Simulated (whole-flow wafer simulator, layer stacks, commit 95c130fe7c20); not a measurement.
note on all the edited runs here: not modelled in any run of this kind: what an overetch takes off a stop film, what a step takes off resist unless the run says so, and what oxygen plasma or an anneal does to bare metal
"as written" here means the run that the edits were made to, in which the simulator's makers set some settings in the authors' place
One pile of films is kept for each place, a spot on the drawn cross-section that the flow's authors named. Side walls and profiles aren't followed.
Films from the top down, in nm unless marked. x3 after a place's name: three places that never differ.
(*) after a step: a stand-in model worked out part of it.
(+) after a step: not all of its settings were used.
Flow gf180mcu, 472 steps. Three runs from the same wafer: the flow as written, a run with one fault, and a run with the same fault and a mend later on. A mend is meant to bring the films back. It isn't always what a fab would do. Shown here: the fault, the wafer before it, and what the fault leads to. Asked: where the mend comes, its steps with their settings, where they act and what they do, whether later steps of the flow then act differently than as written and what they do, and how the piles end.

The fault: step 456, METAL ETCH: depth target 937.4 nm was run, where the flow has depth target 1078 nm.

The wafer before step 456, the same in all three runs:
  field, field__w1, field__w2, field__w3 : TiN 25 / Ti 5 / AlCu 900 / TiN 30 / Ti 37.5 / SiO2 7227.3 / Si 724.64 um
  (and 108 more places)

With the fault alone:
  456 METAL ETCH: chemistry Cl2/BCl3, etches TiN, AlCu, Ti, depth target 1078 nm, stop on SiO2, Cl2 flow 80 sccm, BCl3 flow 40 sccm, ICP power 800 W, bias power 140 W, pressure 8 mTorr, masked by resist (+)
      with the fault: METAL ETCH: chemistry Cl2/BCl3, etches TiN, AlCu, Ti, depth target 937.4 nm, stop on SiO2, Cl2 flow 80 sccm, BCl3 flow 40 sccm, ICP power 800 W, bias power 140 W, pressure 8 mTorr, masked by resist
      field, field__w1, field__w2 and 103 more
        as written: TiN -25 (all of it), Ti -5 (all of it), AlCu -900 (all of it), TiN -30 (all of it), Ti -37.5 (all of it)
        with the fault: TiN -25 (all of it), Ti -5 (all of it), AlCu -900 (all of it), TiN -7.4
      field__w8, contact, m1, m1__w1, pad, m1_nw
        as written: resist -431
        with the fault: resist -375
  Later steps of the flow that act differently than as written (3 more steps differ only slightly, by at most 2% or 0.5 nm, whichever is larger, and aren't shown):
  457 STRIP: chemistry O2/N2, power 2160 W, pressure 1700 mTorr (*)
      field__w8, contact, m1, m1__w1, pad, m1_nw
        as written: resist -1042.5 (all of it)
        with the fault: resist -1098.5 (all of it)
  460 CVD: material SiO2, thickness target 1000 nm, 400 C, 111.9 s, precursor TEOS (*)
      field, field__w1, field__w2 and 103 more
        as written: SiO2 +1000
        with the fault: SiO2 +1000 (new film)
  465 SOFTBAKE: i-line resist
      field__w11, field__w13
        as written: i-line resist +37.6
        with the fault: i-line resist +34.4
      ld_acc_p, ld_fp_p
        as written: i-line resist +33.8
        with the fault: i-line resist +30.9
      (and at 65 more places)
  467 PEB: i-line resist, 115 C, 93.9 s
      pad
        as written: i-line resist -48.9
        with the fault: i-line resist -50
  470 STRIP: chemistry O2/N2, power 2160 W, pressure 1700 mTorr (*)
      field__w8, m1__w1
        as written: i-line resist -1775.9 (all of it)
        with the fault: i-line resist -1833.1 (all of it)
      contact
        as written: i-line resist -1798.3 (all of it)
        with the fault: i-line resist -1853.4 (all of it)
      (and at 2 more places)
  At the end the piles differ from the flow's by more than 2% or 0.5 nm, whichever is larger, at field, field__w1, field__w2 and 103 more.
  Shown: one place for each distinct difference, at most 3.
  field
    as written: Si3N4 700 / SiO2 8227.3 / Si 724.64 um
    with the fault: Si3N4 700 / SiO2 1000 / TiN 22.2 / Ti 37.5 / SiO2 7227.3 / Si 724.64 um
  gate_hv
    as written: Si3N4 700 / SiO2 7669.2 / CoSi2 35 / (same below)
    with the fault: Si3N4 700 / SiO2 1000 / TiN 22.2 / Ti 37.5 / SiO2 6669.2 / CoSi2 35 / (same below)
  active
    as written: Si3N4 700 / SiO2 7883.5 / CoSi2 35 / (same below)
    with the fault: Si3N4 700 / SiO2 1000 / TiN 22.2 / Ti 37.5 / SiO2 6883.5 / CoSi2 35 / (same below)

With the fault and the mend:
  The mend comes after step 456.
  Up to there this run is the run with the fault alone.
  456a METAL ETCH: chemistry Cl2/BCl3, etches TiN, AlCu, Ti, depth target 140.1 nm, stop on SiO2, Cl2 flow 80 sccm, BCl3 flow 40 sccm, ICP power 800 W, bias power 140 W, pressure 8 mTorr, masked by resist (+) (the flow's step 456 once more, with other settings)
      field, field__w1, field__w2 and 103 more
        TiN -22.6 (all of it), Ti -37.5 (all of it)
      field__w8, contact, m1, m1__w1, pad, m1_nw
        resist -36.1
  No later step of the flow acts differently than as written, at any place that is followed, by more than 2% or 0.5 nm, whichever is larger.
  At the end the piles are the same as the flow's at every place that both follow.
